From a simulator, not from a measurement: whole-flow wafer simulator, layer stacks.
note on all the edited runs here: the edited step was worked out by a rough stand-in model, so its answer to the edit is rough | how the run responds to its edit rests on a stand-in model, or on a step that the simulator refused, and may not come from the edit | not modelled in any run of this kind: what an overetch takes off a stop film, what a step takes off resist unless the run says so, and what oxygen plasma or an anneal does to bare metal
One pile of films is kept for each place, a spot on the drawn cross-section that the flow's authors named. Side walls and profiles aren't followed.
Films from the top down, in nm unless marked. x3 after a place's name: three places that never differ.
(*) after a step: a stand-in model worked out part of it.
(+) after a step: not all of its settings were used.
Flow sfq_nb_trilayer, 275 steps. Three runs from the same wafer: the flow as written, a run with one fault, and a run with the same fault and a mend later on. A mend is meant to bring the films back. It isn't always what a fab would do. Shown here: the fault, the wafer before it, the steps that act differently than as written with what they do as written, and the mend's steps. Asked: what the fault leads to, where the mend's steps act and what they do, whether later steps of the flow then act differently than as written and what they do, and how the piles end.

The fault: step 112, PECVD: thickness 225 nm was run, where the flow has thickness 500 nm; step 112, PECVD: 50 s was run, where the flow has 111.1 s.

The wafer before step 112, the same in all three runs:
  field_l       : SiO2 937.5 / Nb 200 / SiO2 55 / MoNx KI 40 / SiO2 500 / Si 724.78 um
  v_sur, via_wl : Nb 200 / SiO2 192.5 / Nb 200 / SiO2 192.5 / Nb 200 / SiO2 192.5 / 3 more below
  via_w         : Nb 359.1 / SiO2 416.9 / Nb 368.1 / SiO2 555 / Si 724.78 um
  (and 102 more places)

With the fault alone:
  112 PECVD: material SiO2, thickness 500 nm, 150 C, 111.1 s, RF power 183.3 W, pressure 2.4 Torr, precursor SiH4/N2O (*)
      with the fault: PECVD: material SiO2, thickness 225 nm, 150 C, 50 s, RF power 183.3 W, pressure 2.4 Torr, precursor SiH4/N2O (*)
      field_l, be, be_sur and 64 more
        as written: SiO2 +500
        with the fault: SiO2 +225
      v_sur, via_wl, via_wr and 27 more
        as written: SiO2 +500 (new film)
        with the fault: SiO2 +225 (new film)
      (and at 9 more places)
  Later steps of the flow that act differently than as written (21 more steps differ only slightly, by at most 2% or 0.5 nm, whichever is larger, and aren't shown):
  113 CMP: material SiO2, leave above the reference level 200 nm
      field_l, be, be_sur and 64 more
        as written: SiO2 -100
        with the fault: nothing
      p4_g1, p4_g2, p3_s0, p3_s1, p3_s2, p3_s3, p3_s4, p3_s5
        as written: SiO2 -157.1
        with the fault: nothing
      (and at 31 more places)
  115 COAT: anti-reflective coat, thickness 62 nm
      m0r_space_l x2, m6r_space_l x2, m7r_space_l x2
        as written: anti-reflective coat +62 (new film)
        with the fault: anti-reflective coat +81.3 (new film)
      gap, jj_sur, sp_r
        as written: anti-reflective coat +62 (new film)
        with the fault: anti-reflective coat +63.7 (new film)
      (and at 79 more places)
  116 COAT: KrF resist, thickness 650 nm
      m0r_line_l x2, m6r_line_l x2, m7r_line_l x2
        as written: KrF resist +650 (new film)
        with the fault: KrF resist +684 (new film)
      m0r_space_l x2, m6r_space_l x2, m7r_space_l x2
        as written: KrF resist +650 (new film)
        with the fault: KrF resist +673 (new film)
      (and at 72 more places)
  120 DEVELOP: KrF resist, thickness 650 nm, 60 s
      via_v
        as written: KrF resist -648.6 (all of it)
        with the fault: KrF resist -585.6 (all of it)
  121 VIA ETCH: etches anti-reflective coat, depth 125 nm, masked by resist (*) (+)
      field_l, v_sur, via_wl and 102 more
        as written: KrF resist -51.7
        with the fault: KrF resist -40
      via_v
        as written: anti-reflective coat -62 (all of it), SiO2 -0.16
        with the fault: anti-reflective coat -48 (all of it), SiO2 -0.12
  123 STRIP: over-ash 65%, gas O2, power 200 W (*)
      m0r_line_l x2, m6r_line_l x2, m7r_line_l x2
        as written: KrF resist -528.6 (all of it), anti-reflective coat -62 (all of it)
        with the fault: KrF resist -574.2 (all of it), anti-reflective coat -61.7 (all of it)
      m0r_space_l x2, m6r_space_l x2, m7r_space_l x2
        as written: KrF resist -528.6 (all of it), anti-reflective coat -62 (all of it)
        with the fault: KrF resist -563.3 (all of it), anti-reflective coat -81.3 (all of it)
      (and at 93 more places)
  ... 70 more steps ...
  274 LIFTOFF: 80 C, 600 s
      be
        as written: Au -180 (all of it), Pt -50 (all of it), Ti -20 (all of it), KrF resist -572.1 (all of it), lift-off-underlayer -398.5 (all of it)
        with the fault: Au -180 (all of it), Pt -50 (all of it), Ti -20 (all of it), KrF resist -600.7 (all of it), lift-off-underlayer -700.6 (all of it)
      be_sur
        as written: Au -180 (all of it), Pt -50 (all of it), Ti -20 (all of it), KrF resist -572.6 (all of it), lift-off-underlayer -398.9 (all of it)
        with the fault: Au -180 (all of it), Pt -50 (all of it), Ti -20 (all of it), KrF resist -582.6 (all of it), lift-off-underlayer -376.9 (all of it)
  At the end the piles differ from the flow's by more than 2% or 0.5 nm, whichever is larger, at via_w, be, be_sur and 46 more.
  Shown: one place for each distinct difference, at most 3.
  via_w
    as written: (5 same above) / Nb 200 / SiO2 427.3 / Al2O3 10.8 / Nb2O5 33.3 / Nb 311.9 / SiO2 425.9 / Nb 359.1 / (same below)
    with the fault: (5 same above) / Nb 200 / SiO2 495.5 / Al2O3 10.1 / Nb2O5 34.6 / Nb 110.8 / SiO2 214.5 / Nb 157 / SiO2 186.8 / Nb 359.1 / (same below)
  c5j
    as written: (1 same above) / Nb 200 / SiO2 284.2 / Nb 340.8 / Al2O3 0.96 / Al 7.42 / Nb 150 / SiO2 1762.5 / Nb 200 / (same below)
    with the fault: (1 same above) / Nb 200 / SiO2 293.3 / Nb 183.3 / SiO2 53.4 / Nb 170 / Al2O3 0.96 / Al 7.42 / Nb 150 / SiO2 1687.5 / Nb 200 / (same below)
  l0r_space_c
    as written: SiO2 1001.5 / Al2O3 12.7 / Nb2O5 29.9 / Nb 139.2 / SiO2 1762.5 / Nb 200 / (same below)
    with the fault: SiO2 1076.5 / Al2O3 12.7 / Nb2O5 29.9 / Nb 139.2 / SiO2 1687.5 / Nb 200 / (same below)

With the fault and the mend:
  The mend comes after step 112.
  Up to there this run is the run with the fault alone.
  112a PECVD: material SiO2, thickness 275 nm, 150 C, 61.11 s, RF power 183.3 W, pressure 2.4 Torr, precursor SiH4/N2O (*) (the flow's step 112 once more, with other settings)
      field_l, v_sur, via_wl and 102 more
        SiO2 +275
      via_w
        SiO2 +276.2
  Later steps of the flow that act differently than as written:
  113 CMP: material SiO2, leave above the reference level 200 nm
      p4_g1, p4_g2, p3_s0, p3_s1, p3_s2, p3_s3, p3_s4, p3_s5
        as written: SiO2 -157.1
        with the mend: SiO2 -100
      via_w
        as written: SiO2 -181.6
        with the mend: SiO2 -37.1
  At the end the piles are the same as the flow's at every place that both follow.
